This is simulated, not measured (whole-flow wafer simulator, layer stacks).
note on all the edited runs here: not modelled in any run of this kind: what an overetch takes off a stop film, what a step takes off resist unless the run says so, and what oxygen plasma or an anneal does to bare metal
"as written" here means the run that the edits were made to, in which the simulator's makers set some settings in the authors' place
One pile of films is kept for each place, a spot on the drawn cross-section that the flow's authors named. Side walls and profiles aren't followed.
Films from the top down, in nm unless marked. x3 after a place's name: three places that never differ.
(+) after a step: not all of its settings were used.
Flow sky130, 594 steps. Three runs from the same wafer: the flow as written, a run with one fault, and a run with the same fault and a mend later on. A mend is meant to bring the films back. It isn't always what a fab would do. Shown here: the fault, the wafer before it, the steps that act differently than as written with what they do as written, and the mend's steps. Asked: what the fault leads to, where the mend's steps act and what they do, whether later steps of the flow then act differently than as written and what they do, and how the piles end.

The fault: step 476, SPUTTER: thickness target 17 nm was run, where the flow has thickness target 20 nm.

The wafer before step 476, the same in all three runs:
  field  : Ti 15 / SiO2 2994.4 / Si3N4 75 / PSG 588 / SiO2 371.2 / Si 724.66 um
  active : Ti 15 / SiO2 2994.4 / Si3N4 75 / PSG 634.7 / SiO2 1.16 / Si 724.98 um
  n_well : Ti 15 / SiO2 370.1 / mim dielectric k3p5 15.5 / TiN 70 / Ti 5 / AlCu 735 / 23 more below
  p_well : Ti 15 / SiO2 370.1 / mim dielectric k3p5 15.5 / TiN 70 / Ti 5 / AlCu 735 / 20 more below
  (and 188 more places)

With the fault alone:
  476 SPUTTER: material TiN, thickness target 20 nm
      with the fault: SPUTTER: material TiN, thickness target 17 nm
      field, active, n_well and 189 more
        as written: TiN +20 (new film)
        with the fault: TiN +17 (new film)
  Later steps of the flow that act differently than as written (8 more steps differ only slightly, by at most 2% or 0.5 nm, whichever is larger, and aren't shown):
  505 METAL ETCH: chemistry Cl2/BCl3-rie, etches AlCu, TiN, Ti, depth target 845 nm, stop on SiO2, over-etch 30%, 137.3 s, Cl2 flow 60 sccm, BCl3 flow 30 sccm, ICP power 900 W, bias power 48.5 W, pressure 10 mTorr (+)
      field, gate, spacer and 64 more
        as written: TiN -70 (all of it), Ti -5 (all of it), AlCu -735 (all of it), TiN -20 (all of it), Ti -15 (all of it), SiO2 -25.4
        with the fault: TiN -70 (all of it), Ti -5 (all of it), AlCu -735 (all of it), TiN -17 (all of it), Ti -15 (all of it), SiO2 -25.7
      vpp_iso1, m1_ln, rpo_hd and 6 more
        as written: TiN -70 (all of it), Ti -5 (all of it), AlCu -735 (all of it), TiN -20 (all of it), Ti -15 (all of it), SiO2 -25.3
        with the fault: TiN -70 (all of it), Ti -5 (all of it), AlCu -735 (all of it), TiN -17 (all of it), Ti -15 (all of it), SiO2 -25.6
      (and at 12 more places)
  At the end the piles differ from the flow's by more than 2% or 0.5 nm, whichever is larger, at n_well, p_well, gate_hv and 102 more.
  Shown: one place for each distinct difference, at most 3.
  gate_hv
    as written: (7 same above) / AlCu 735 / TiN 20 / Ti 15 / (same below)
    with the fault: (7 same above) / AlCu 735 / TiN 17 / Ti 15 / (same below)
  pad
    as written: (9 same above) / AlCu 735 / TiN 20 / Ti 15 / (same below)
    with the fault: (9 same above) / AlCu 735 / TiN 17 / Ti 15 / (same below)
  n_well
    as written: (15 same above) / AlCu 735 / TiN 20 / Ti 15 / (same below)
    with the fault: (15 same above) / AlCu 735 / TiN 17 / Ti 15 / (same below)

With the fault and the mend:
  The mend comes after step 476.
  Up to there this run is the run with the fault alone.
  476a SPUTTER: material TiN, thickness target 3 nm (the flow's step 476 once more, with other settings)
      field, active, n_well and 189 more
        TiN +3
  No later step of the flow acts differently than as written at any place that is followed.
  At the end the piles are the same as the flow's at every place that both follow.
